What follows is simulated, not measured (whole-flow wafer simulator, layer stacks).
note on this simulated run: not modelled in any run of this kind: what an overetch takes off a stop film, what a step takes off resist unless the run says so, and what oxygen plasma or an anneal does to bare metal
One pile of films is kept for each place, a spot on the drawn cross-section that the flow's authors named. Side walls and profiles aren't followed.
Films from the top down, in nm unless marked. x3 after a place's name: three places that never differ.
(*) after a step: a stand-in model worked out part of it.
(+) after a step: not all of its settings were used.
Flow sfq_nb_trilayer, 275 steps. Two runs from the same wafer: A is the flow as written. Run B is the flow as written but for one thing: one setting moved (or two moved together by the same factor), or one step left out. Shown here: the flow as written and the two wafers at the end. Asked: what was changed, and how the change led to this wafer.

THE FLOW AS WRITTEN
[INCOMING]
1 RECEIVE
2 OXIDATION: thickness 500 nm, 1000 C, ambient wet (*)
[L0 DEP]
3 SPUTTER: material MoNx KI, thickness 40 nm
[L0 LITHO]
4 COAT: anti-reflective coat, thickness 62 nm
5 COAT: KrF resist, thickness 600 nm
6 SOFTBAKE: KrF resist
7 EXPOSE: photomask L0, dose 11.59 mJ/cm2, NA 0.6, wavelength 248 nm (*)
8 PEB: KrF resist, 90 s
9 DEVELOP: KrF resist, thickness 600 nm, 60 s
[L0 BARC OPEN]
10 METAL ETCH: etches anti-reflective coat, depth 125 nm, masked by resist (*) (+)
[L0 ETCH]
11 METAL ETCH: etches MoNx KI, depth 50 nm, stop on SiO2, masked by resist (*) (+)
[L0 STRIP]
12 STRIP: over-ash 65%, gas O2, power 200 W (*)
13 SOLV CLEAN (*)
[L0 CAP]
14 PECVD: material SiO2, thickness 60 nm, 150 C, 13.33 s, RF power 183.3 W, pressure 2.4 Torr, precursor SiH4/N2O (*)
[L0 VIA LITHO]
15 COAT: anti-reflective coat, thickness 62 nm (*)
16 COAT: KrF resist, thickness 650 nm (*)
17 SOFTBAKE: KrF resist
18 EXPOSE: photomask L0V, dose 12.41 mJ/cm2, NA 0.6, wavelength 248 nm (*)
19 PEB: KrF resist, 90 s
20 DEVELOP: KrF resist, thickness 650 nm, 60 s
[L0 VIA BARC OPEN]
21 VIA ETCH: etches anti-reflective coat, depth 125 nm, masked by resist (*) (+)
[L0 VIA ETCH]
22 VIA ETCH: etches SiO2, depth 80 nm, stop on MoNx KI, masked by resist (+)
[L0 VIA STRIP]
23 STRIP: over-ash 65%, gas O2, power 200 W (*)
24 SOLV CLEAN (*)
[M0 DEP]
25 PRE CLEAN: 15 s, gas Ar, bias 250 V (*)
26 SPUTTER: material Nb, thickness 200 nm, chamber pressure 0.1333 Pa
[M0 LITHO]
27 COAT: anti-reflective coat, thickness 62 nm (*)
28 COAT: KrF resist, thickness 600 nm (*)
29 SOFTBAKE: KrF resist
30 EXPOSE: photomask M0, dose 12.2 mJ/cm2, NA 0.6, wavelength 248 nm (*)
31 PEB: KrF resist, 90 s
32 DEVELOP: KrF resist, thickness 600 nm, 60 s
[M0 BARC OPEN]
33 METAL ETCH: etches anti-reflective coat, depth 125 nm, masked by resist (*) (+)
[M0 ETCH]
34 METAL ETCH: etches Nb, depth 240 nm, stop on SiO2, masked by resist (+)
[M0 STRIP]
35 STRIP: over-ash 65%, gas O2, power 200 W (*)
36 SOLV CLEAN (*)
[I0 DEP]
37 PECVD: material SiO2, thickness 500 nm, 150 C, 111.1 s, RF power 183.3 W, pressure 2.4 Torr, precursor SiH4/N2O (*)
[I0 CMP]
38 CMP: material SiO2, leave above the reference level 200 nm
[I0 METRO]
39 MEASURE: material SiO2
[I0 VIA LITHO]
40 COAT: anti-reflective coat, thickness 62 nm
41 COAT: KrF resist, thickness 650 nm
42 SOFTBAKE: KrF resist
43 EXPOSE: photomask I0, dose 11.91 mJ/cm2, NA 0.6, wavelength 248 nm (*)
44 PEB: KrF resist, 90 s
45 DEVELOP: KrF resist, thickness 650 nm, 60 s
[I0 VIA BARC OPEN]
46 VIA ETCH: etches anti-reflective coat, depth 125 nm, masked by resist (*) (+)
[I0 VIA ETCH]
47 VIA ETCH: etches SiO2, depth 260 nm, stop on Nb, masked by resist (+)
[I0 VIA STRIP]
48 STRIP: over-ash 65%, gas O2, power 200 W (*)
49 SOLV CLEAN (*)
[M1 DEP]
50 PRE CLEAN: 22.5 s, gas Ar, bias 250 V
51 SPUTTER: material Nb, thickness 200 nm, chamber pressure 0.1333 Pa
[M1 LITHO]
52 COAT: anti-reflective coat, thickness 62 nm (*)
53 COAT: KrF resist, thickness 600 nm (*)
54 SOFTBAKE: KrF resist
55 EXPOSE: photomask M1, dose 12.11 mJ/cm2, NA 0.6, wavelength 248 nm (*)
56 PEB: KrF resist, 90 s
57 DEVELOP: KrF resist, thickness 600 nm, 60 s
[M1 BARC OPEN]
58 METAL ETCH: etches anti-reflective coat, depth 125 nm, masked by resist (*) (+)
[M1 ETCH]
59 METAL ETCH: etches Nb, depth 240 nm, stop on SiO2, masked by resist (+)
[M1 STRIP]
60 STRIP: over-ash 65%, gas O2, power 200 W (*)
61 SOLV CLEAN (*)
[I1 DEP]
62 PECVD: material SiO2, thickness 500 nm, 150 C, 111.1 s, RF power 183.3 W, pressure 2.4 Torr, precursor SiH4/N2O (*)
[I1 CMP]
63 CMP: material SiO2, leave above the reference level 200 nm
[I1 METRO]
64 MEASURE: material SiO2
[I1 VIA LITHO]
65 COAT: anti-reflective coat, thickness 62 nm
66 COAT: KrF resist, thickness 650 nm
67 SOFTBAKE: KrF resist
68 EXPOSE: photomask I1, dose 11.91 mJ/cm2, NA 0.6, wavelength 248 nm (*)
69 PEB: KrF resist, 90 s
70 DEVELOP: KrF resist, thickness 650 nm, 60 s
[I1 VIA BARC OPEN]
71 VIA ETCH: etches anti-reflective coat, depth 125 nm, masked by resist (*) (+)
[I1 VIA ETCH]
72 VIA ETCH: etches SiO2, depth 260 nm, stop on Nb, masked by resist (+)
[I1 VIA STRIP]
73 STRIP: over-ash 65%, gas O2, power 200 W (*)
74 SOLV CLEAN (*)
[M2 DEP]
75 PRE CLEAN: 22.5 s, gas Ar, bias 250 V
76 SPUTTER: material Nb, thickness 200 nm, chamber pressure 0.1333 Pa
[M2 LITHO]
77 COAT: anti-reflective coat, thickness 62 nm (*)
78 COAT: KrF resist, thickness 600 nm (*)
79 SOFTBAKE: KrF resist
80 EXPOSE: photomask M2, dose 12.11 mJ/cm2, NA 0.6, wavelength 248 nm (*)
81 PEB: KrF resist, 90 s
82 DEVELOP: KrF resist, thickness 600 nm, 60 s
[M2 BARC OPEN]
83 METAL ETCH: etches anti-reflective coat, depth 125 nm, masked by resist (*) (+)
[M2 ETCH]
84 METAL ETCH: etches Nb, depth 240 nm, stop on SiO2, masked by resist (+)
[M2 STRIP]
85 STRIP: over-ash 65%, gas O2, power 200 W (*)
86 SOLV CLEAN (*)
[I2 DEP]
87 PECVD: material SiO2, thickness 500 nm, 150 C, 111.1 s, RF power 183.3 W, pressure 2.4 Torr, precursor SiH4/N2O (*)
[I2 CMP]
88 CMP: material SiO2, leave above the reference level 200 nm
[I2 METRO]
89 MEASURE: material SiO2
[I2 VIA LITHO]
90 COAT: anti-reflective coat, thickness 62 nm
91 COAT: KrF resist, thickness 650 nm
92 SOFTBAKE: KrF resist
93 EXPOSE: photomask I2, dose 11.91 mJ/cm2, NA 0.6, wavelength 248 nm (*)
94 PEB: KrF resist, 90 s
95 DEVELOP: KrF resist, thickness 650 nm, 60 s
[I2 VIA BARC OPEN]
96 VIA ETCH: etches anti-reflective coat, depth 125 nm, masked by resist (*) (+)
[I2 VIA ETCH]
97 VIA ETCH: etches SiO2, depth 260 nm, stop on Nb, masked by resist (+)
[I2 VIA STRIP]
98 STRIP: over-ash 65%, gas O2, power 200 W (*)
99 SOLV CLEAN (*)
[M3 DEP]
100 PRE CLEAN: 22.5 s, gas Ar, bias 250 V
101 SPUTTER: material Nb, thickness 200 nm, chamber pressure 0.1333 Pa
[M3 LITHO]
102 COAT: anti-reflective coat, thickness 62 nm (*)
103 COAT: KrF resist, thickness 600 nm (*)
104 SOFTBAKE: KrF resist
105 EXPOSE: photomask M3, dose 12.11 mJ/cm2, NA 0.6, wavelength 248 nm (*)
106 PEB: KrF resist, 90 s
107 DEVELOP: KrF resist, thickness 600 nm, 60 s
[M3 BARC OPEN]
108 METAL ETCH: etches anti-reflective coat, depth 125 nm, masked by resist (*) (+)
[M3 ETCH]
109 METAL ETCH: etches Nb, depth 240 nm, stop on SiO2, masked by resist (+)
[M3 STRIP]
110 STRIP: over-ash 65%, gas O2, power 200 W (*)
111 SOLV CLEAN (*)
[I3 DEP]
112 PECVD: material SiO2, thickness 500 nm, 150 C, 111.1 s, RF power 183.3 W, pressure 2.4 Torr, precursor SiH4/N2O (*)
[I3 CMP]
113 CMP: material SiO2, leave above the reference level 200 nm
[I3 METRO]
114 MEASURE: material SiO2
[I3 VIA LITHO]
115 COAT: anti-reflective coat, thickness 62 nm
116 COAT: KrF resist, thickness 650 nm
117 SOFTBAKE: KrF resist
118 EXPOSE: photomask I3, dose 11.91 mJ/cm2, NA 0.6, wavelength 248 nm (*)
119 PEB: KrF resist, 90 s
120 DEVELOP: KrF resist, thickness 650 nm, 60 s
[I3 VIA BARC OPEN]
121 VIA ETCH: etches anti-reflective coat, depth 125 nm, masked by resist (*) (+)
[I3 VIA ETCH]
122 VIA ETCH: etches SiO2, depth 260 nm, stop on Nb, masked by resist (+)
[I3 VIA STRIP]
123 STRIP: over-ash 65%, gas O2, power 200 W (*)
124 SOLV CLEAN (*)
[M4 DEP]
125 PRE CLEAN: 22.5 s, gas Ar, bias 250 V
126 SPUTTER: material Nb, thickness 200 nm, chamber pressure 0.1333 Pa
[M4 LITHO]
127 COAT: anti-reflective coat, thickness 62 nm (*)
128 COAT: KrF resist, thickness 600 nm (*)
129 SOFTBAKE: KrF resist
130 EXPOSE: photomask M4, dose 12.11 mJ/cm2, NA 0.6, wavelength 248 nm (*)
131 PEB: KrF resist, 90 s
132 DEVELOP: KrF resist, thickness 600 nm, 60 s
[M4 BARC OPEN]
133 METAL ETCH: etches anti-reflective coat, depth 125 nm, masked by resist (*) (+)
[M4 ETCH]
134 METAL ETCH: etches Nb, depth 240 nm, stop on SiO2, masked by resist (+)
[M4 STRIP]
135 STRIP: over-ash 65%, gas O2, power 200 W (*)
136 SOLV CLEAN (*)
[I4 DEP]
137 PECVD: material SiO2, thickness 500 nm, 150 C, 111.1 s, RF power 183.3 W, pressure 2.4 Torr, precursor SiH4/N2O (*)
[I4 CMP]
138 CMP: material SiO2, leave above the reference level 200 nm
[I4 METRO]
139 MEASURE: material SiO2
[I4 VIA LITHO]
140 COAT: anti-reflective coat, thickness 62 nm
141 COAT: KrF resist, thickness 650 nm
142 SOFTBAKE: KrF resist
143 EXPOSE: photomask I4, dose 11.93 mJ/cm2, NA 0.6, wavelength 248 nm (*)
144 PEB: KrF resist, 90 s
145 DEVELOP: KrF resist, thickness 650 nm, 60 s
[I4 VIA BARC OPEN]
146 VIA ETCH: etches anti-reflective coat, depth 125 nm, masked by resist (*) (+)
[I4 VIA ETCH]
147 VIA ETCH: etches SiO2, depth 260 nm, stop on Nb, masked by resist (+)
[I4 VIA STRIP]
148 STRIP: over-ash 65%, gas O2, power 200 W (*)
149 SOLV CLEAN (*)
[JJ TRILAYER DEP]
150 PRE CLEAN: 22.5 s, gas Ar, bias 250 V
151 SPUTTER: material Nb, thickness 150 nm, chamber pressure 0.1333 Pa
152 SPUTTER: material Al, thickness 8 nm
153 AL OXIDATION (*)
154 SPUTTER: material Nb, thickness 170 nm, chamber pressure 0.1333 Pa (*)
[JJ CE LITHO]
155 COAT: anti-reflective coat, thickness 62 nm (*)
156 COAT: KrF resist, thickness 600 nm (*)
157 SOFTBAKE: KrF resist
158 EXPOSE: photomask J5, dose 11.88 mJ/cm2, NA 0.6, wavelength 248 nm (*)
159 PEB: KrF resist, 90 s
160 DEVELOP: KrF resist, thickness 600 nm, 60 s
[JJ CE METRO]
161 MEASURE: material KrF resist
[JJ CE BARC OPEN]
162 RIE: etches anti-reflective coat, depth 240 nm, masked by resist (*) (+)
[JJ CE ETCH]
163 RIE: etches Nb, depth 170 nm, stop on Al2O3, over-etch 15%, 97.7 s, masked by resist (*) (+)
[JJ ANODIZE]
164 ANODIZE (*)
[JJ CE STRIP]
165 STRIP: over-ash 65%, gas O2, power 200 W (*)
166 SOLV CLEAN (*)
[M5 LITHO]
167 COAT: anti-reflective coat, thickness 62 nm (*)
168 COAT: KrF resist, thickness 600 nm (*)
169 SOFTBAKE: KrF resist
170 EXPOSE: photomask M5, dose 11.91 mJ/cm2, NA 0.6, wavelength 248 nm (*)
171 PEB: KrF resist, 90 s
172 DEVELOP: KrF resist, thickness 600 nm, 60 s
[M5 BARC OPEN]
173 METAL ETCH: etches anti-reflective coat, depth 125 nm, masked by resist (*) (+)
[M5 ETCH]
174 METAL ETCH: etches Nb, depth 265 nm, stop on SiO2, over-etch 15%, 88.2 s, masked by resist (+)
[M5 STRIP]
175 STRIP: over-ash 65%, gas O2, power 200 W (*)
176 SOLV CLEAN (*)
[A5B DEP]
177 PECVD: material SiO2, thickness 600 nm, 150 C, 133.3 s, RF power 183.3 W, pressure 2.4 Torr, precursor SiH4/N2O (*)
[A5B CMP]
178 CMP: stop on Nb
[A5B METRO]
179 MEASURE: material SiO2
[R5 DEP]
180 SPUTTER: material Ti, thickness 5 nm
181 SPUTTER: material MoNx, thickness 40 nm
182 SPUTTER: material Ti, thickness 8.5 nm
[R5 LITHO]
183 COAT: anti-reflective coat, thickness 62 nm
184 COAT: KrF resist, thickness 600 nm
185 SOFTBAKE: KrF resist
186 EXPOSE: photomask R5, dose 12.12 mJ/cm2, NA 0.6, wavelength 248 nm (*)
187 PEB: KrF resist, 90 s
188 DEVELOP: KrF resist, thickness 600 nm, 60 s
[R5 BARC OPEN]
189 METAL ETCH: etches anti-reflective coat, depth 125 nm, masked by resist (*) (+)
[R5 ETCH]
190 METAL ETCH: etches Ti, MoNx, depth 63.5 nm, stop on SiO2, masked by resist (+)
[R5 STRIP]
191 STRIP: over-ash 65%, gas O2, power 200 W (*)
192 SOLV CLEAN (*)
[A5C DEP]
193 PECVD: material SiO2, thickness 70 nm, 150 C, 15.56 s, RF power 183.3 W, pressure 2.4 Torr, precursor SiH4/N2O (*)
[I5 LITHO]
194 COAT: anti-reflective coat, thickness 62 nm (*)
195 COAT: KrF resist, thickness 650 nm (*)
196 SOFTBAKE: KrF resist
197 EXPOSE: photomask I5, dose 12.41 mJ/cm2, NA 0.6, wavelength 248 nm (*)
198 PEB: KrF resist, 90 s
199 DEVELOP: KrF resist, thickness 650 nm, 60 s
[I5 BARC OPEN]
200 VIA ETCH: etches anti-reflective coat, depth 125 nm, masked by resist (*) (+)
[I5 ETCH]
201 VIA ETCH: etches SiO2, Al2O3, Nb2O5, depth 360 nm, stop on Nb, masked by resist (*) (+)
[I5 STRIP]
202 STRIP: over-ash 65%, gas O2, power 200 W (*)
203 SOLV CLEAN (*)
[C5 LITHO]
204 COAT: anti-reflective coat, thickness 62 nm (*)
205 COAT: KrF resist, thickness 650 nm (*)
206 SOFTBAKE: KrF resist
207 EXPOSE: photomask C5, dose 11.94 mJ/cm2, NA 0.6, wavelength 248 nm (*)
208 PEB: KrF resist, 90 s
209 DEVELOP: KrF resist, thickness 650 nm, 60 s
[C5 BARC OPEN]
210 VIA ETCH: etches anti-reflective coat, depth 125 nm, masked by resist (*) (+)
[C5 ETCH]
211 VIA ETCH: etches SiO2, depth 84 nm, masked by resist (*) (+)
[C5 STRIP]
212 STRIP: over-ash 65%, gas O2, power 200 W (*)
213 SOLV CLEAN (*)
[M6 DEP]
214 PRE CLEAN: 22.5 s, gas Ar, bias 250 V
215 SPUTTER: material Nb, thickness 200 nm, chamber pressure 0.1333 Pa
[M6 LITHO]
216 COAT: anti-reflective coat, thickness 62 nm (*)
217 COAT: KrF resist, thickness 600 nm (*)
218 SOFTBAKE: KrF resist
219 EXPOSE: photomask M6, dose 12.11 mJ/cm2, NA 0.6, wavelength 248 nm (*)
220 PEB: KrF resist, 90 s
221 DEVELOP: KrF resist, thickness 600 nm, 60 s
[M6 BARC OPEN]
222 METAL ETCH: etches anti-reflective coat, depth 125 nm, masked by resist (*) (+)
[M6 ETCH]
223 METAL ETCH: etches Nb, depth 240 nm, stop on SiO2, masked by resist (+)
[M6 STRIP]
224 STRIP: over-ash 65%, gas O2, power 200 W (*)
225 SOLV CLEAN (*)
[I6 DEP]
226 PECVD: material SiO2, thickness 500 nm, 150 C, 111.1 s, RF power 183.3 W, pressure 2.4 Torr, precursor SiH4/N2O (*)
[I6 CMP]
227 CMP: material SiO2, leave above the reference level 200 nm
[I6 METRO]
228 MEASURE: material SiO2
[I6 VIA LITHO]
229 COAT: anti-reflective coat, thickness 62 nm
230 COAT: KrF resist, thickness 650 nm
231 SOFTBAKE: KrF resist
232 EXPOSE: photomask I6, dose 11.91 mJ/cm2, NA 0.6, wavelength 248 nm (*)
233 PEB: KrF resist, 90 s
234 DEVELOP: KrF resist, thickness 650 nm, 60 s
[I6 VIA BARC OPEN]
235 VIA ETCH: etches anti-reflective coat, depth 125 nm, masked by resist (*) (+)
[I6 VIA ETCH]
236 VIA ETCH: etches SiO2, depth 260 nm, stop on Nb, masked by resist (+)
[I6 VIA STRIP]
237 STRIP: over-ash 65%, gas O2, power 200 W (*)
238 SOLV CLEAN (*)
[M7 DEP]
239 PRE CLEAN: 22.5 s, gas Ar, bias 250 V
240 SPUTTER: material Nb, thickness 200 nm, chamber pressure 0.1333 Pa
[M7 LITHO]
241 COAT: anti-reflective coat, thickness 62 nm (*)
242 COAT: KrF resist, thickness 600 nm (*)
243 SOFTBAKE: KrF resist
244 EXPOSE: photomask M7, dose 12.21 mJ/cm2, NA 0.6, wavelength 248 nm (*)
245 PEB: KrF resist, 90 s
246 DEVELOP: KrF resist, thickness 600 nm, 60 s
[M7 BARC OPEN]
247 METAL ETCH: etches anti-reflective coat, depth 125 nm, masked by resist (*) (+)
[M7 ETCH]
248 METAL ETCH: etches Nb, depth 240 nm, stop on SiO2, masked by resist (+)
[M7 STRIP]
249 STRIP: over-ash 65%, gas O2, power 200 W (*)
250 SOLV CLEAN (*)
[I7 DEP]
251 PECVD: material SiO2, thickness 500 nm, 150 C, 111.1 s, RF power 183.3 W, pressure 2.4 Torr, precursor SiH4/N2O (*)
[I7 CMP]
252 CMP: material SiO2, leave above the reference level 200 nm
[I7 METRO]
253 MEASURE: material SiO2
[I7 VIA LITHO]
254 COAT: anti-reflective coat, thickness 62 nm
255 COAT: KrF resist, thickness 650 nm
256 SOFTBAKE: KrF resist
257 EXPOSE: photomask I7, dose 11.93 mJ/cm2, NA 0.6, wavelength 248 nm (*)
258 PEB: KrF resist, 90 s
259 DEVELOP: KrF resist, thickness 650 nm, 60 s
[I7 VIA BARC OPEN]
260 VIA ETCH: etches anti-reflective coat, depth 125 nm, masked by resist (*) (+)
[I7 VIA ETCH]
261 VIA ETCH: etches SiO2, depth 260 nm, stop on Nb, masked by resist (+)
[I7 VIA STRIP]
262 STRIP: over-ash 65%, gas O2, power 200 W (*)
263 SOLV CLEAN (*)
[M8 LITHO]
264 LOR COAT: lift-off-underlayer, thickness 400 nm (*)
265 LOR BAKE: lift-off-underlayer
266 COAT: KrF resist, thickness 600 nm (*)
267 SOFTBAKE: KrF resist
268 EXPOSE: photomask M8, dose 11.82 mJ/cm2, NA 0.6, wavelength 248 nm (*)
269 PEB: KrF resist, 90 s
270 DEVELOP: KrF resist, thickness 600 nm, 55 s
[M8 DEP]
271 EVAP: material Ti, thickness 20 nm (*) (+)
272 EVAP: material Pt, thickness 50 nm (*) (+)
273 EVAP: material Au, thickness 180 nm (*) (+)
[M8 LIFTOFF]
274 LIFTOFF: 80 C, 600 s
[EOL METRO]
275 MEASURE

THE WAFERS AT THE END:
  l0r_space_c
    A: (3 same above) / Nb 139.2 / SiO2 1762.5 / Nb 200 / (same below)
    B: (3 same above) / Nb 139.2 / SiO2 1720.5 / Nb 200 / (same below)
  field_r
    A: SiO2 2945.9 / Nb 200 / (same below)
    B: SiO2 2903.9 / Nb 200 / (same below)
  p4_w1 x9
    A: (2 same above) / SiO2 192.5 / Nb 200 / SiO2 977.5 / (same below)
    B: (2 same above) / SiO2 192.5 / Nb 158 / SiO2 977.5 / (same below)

The cause: step 101, SPUTTER: thickness 158 nm was run, where the flow has thickness 200 nm.
It can be read off the wafer: p4_w1 x9 has Nb 158, and step 101 as written asks for 200 nm.

How the change led to this, step by step:
  101 SPUTTER: material Nb, thickness 200 nm, chamber pressure 0.1333 Pa
      field_l, v_sur, via_wl and 102 more: A Nb +200 (new film) | B Nb +158 (new film)
      via_w: A Nb +165.5 | B Nb +130.5
  102 COAT: anti-reflective coat, thickness 62 nm (*)
      via_wl, via_wr: A anti-reflective coat +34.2 (new film) | B anti-reflective coat +33.4 (new film)
  109 METAL ETCH: etches Nb, depth 240 nm, stop on SiO2, masked by resist (+)
      field_l, be, be_sur and 72 more: A Nb -200 (all of it) | B Nb -158 (all of it)
  110 STRIP: over-ash 65%, gas O2, power 200 W (*)
      via_wl: A KrF resist -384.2 (all of it), anti-reflective coat -34.2 (all of it) | B KrF resist -387.1 (all of it), anti-reflective coat -33.4 (all of it)
      via_wr: A KrF resist -384.2 (all of it), anti-reflective coat -34.2 (all of it) | B KrF resist -387.2 (all of it), anti-reflective coat -33.4 (all of it)
  112 PECVD: material SiO2, thickness 500 nm, 150 C, 111.1 s, RF power 183.3 W, pressure 2.4 Torr, precursor SiH4/N2O (*)
      p4_g1 x2, p3_s0 x6: A SiO2 +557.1 | B SiO2 +515.1
  113 CMP: material SiO2, leave above the reference level 200 nm
      field_l, be, be_sur and 64 more: A SiO2 -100 | B SiO2 -142
      via_w: A SiO2 -181.6 | B SiO2 -177.4
